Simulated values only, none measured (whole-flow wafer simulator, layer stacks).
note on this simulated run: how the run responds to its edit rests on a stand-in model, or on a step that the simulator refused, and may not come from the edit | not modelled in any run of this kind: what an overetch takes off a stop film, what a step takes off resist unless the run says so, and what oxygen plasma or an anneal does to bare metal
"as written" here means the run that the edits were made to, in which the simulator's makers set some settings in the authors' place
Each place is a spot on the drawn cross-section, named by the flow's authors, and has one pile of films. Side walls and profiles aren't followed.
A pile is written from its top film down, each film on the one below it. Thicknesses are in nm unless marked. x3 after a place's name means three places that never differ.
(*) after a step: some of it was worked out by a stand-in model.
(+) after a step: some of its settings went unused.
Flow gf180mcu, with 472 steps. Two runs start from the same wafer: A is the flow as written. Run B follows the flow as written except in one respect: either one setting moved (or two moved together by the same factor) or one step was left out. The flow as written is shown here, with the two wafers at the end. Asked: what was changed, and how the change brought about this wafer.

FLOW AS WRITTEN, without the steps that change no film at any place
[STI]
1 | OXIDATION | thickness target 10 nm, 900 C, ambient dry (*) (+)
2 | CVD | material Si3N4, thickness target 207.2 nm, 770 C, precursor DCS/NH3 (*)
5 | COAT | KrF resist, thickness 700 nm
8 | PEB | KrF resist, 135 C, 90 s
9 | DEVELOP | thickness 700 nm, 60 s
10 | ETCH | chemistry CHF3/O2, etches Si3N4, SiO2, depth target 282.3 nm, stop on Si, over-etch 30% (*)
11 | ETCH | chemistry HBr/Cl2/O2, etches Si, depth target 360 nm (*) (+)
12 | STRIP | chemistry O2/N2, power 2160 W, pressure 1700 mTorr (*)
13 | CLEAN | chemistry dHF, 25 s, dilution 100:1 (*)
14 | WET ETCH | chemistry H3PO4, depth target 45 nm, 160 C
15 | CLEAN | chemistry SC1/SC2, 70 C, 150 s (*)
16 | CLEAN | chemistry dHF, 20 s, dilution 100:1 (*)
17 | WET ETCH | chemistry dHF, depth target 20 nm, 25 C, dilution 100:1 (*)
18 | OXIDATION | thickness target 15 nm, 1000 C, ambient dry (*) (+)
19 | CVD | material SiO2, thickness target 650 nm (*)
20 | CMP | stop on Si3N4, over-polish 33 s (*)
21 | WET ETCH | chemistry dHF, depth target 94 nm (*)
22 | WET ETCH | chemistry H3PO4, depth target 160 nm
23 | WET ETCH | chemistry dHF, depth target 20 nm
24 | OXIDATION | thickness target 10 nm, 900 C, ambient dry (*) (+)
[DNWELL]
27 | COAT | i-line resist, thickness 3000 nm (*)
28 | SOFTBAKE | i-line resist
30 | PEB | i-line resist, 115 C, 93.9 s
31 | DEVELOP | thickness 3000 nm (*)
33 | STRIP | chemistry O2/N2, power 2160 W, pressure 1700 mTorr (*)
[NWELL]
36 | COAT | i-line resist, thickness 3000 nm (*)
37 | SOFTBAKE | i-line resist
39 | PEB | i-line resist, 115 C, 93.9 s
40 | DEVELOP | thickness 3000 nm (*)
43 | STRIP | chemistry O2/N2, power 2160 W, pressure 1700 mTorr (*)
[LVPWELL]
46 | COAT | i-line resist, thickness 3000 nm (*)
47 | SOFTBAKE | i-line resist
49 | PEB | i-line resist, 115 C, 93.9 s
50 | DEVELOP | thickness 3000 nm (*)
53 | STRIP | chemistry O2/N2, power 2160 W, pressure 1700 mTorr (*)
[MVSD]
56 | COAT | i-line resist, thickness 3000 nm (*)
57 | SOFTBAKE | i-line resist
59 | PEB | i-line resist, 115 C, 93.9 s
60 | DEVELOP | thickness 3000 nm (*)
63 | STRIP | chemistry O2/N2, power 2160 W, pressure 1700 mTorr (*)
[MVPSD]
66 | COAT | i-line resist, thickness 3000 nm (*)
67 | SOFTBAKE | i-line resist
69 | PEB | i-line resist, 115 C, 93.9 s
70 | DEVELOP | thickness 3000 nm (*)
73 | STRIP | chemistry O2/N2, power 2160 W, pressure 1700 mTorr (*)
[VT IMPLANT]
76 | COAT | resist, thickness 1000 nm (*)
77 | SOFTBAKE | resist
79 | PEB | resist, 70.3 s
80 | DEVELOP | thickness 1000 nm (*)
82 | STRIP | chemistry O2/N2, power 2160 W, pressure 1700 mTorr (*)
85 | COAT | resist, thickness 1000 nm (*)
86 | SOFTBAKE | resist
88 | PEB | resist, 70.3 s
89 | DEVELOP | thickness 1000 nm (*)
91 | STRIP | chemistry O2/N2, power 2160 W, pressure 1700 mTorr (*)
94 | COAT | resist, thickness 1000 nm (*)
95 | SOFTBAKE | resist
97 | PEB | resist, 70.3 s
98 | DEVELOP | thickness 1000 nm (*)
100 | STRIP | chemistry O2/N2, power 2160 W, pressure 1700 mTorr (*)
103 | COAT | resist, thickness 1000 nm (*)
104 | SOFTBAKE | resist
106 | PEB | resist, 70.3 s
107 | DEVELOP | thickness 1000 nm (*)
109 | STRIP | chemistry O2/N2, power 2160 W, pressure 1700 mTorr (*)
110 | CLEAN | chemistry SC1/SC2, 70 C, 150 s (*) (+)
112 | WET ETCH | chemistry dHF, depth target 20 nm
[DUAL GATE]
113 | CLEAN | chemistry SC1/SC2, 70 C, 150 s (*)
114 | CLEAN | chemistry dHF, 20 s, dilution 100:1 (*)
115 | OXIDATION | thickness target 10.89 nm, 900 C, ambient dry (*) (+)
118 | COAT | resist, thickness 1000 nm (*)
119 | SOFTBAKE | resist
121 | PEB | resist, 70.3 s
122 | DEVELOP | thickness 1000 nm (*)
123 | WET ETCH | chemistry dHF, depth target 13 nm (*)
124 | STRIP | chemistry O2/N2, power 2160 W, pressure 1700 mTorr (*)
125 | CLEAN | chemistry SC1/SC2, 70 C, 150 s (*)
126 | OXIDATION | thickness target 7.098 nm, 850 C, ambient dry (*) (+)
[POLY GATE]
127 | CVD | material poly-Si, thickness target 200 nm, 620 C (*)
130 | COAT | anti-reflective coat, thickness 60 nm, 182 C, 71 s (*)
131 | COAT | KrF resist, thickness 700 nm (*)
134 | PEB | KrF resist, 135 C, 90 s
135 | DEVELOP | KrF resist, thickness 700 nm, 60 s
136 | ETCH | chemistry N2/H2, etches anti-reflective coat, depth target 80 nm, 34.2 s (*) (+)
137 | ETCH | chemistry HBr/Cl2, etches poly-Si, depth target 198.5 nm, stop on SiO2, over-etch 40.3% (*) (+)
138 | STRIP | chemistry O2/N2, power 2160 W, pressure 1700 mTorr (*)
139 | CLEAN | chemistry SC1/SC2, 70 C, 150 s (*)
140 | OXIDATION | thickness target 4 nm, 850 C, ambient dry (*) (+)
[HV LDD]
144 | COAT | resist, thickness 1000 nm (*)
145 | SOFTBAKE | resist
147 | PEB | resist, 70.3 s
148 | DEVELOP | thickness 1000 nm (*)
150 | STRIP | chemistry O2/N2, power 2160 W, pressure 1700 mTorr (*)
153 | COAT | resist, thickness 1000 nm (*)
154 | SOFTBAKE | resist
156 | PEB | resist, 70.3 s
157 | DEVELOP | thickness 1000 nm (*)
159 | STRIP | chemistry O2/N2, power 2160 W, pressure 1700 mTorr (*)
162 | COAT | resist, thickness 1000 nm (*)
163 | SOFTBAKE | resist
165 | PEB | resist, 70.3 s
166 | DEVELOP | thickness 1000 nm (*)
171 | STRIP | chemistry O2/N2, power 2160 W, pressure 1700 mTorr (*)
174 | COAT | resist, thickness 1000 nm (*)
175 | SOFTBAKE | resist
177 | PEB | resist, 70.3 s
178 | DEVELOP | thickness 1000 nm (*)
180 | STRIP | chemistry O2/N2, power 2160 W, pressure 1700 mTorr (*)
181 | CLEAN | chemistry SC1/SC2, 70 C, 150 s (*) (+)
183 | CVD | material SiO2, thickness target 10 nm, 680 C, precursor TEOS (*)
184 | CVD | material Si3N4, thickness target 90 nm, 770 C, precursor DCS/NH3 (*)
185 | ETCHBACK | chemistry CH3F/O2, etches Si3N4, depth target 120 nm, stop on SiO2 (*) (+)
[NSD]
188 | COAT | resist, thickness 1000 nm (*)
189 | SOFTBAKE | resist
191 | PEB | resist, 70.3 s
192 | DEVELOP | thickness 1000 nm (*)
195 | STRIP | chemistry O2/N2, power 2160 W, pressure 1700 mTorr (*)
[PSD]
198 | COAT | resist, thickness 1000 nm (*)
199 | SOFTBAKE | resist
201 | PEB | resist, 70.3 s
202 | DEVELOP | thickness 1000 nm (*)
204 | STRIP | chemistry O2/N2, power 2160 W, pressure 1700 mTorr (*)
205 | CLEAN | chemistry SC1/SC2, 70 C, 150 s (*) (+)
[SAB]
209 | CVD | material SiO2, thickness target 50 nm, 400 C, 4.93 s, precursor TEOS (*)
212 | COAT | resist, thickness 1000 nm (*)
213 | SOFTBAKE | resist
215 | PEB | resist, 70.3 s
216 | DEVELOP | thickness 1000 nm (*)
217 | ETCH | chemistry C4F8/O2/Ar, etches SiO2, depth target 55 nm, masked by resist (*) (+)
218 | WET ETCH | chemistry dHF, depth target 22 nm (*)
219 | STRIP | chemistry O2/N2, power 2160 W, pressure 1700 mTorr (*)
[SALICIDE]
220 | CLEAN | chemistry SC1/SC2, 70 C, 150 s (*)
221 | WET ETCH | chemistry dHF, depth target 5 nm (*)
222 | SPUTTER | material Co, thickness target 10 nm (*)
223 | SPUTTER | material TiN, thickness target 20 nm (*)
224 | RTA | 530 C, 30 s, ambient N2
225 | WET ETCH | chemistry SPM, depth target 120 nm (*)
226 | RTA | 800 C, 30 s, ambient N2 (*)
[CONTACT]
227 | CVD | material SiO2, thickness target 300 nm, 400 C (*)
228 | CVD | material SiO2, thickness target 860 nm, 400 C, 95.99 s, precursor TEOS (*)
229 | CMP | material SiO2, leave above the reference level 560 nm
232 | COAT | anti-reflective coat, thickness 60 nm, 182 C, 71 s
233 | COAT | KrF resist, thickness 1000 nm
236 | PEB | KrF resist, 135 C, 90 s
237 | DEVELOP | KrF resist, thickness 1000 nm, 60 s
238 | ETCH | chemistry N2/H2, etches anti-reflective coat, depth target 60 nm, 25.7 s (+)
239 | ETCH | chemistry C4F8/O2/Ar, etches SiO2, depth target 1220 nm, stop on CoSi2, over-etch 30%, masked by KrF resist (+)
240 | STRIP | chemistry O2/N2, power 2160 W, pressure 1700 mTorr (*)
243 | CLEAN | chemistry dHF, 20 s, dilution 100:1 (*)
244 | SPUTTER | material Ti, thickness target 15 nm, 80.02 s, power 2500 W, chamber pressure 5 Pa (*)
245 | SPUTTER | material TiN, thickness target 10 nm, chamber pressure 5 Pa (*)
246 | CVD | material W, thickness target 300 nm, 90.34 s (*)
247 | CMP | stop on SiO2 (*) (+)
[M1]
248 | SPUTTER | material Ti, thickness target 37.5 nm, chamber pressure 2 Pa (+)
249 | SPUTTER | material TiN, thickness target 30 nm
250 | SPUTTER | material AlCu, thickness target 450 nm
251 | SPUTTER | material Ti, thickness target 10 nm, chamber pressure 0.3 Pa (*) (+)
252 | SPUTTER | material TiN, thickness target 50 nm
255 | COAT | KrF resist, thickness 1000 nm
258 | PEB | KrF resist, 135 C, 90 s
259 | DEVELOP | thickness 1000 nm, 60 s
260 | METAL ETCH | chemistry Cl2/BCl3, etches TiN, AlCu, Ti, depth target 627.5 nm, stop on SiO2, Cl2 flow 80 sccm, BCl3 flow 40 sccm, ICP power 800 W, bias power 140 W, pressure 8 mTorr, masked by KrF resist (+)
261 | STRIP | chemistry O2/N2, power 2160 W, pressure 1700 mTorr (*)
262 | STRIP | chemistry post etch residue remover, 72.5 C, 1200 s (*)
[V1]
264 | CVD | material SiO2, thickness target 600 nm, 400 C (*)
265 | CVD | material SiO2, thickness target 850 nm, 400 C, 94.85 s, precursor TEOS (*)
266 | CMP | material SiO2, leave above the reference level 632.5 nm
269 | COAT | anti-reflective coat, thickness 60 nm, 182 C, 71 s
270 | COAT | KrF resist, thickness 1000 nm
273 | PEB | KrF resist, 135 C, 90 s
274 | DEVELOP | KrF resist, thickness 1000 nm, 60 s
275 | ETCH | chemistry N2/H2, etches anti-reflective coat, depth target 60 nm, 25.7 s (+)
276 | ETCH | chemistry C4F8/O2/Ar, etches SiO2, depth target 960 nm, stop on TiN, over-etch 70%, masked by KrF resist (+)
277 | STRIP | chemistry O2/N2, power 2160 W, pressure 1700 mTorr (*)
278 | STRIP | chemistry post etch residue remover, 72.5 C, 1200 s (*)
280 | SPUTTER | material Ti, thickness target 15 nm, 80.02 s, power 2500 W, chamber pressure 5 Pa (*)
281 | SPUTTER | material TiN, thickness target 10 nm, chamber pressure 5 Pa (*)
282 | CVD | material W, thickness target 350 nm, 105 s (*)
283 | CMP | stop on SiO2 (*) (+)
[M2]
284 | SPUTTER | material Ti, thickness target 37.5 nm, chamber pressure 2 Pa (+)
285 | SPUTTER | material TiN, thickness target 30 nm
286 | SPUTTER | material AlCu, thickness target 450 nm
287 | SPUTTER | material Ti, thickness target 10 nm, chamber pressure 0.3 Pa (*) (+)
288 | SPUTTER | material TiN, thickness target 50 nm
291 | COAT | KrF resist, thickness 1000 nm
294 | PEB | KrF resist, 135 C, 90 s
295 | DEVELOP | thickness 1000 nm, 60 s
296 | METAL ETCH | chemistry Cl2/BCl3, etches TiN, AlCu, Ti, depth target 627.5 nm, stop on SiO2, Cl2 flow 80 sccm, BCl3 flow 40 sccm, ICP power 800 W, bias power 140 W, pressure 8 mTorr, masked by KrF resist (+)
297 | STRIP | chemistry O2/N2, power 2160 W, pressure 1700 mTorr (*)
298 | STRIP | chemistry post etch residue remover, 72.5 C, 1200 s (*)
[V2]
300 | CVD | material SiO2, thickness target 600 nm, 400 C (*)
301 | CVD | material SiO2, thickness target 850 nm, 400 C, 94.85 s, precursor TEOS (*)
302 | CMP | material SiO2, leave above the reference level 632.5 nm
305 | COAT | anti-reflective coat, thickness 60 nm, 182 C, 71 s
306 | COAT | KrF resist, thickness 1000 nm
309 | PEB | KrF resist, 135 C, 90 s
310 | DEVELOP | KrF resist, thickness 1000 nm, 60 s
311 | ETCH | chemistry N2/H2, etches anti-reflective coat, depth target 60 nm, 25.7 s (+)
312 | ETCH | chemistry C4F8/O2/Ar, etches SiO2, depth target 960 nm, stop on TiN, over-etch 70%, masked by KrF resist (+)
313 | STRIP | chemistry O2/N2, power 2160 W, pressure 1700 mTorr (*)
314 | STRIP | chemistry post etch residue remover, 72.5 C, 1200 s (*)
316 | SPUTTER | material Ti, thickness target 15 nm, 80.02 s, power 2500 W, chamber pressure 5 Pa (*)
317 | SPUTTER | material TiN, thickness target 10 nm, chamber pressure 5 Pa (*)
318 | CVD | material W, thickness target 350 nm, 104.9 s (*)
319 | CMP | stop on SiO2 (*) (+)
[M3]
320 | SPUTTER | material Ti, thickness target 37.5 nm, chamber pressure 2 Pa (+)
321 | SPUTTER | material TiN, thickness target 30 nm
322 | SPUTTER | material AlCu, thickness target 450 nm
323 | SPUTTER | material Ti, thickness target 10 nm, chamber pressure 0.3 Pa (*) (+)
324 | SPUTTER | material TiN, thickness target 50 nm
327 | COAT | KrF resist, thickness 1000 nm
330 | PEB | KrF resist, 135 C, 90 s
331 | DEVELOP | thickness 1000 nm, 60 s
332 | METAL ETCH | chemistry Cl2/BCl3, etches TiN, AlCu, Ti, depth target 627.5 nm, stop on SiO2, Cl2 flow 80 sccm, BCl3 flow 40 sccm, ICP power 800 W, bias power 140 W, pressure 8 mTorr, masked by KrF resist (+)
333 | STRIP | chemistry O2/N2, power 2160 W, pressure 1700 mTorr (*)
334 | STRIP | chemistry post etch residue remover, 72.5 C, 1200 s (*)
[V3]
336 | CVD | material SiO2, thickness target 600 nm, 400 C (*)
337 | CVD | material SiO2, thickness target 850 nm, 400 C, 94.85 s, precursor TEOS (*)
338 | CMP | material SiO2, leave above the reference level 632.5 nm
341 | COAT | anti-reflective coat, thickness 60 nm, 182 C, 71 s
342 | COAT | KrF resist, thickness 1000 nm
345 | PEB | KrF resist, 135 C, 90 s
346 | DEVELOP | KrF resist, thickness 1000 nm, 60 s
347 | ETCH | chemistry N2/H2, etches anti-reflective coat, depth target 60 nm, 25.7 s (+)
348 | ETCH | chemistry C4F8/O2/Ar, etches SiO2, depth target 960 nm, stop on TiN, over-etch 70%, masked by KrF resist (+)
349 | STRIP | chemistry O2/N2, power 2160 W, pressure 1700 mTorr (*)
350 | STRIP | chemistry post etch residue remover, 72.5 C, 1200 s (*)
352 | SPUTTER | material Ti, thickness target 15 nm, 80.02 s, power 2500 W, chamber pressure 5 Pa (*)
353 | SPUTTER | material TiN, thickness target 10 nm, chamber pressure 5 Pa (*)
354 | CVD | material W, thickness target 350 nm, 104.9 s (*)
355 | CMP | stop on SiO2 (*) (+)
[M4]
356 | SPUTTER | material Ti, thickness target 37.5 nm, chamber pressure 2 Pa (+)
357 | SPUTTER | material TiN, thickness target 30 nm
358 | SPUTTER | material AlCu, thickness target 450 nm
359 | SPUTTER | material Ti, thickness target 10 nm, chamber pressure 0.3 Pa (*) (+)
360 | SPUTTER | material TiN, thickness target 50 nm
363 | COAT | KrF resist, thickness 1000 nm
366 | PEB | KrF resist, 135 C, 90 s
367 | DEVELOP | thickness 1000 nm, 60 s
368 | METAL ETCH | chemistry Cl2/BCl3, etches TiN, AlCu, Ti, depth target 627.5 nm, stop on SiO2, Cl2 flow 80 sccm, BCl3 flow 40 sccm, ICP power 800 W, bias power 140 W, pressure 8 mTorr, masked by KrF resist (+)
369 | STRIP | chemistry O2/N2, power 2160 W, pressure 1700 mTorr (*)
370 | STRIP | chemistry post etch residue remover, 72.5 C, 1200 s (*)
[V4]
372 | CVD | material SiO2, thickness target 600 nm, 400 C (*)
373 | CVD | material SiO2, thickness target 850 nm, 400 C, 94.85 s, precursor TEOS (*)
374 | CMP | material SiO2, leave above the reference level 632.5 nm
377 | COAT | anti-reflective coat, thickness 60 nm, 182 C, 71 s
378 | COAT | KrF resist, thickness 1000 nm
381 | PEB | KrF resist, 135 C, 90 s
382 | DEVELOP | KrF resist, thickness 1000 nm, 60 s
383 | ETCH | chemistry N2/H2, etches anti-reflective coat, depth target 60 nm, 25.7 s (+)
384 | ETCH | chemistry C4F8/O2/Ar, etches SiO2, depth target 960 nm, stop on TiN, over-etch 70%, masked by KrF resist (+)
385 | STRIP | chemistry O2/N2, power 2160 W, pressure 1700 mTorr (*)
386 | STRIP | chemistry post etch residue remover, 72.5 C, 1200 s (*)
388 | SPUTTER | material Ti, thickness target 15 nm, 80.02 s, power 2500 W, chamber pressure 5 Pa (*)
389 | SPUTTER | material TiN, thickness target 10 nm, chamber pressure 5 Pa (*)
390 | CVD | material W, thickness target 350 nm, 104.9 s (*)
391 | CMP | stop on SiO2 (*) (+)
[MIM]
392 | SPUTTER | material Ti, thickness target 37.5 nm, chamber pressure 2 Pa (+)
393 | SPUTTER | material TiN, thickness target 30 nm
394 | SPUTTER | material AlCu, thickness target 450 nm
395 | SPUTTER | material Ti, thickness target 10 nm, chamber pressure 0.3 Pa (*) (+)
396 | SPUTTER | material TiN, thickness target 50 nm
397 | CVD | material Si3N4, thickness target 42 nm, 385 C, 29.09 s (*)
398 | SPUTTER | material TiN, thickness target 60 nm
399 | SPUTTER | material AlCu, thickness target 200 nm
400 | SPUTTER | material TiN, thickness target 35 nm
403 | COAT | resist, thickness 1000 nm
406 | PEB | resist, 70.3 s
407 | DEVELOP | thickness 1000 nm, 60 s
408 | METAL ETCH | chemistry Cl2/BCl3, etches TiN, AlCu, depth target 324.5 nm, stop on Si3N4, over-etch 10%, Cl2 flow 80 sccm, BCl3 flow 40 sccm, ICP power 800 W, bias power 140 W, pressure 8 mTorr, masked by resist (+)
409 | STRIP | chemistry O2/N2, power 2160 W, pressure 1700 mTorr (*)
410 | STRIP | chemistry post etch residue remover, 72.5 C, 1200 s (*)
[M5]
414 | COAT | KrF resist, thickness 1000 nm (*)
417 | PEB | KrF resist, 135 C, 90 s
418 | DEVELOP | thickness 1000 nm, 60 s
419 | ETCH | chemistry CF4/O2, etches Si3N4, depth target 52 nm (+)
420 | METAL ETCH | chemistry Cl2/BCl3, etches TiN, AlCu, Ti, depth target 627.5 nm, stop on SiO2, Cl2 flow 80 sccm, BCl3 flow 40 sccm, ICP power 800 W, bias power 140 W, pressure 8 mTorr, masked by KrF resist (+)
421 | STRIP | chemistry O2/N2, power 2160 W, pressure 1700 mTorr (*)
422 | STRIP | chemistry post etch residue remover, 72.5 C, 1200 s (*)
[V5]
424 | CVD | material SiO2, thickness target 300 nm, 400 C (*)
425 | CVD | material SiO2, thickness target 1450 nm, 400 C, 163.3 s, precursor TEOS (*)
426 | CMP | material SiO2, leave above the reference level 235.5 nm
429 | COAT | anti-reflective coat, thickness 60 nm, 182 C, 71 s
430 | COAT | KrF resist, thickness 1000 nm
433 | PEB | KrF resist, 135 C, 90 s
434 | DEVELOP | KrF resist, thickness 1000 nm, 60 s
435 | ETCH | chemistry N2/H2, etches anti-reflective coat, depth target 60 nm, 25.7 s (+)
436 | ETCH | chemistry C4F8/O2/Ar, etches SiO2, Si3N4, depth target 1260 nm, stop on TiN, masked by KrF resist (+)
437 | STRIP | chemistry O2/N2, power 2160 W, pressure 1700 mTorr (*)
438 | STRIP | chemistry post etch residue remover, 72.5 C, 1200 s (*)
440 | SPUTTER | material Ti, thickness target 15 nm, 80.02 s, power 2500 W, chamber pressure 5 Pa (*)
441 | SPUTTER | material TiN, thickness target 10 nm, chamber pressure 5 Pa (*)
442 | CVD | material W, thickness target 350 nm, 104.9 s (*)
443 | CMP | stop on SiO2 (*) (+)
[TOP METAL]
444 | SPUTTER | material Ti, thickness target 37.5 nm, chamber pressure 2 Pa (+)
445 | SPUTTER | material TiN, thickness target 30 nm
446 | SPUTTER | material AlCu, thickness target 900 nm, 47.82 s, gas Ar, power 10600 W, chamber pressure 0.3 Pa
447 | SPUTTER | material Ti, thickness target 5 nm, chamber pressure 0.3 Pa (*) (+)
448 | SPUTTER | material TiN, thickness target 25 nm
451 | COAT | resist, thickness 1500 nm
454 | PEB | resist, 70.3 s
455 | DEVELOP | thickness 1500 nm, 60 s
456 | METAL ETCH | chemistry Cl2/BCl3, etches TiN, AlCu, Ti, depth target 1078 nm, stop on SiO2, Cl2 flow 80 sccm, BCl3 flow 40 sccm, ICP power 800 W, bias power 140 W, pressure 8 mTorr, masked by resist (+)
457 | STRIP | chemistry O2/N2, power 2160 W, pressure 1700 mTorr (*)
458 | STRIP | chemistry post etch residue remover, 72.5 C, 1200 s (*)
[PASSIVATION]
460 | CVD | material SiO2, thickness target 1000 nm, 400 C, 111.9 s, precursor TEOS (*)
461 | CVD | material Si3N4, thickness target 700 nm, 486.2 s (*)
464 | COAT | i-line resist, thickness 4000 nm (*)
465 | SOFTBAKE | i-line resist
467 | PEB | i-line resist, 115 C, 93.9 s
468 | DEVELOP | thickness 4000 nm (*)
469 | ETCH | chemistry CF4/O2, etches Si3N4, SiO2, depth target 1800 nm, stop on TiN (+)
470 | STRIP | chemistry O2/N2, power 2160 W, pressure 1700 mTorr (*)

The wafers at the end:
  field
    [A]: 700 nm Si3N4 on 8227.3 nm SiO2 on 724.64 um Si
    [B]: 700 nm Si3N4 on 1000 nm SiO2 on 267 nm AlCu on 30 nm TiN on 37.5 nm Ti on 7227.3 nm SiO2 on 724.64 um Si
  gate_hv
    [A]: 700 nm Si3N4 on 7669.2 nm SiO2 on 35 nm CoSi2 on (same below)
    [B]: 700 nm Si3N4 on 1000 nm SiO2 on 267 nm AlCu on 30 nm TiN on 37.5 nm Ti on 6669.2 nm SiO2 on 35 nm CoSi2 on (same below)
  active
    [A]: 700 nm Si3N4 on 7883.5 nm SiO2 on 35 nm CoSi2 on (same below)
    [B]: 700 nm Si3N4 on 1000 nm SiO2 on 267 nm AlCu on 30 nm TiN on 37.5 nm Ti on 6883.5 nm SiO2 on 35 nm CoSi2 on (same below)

Cause: step 456, METAL ETCH: depth target 657.3 nm was run, whereas the flow has depth target 1078 nm.

How this came from the change, step by step:
  456 | METAL ETCH | chemistry Cl2/BCl3, etches TiN, AlCu, Ti, depth target 1078 nm, stop on SiO2, Cl2 flow 80 sccm, BCl3 flow 40 sccm, ICP power 800 W, bias power 140 W, pressure 8 mTorr, masked by resist (+)
      field, field__w1, field__w2 and 103 more: A -25 TiN (all of it), -5 Ti (all of it), -900 AlCu (all of it), -30 TiN (all of it), -37.5 Ti (all of it) | B -25 TiN (all of it), -5 Ti (all of it), -627.3 AlCu
      field__w8, contact, m1, m1__w1, pad, m1_nw: A -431 resist | B -262.9 resist
  457 | STRIP | chemistry O2/N2, power 2160 W, pressure 1700 mTorr (*)
      field__w8, contact, m1, m1__w1, pad, m1_nw: A -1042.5 resist (all of it) | B -1210.5 resist (all of it)
  458 | STRIP | chemistry post etch residue remover, 72.5 C, 1200 s (*)
      field, field__w1, field__w2 and 103 more: A nothing | B -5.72 AlCu
  460 | CVD | material SiO2, thickness target 1000 nm, 400 C, 111.9 s, precursor TEOS (*)
      field, field__w1, field__w2 and 103 more: A +1000 SiO2 | B +1000 SiO2 (new film)
  464 | COAT | i-line resist, thickness 4000 nm (*)
      field__w8: A +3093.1 i-line resist (new film) | B +3391.1 i-line resist (new film)
      contact: A +3153.6 i-line resist (new film) | B +3425.1 i-line resist (new film)
      (also at 4 further places)
  465 | SOFTBAKE | i-line resist
      gate: A +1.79 i-line resist | B -0.58 i-line resist
      field__w11, field__w13: A +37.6 i-line resist | B +21.9 i-line resist
      (also at 66 further places)
  467 | PEB | i-line resist, 115 C, 93.9 s
      field__w8, m1__w1: A -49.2 i-line resist | B -55.3 i-line resist
      contact: A -49.6 i-line resist | B -55.5 i-line resist
      (also at 3 further places)
  468 | DEVELOP | thickness 4000 nm (*)
      pad: A -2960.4 i-line resist (all of it) | B -3286.3 i-line resist (all of it)
  470 | STRIP | chemistry O2/N2, power 2160 W, pressure 1700 mTorr (*)
      field__w8, m1__w1: A -1775.9 i-line resist (all of it) | B -2096.6 i-line resist (all of it)
      contact: A -1798.3 i-line resist (all of it) | B -2109.4 i-line resist (all of it)
      (also at 2 further places)
Taking metal films that touch as one body, field has 1 body; the flow as written gives 0 bodies.
Taking metal films that touch as one body, gate_hv has 2 bodies (between them, from the top down: SiO2 6669.2); the flow as written gives 1 body.
Taking metal films that touch as one body, active has 2 bodies (between them, from the top down: SiO2 6883.5); the flow as written gives 1 body.
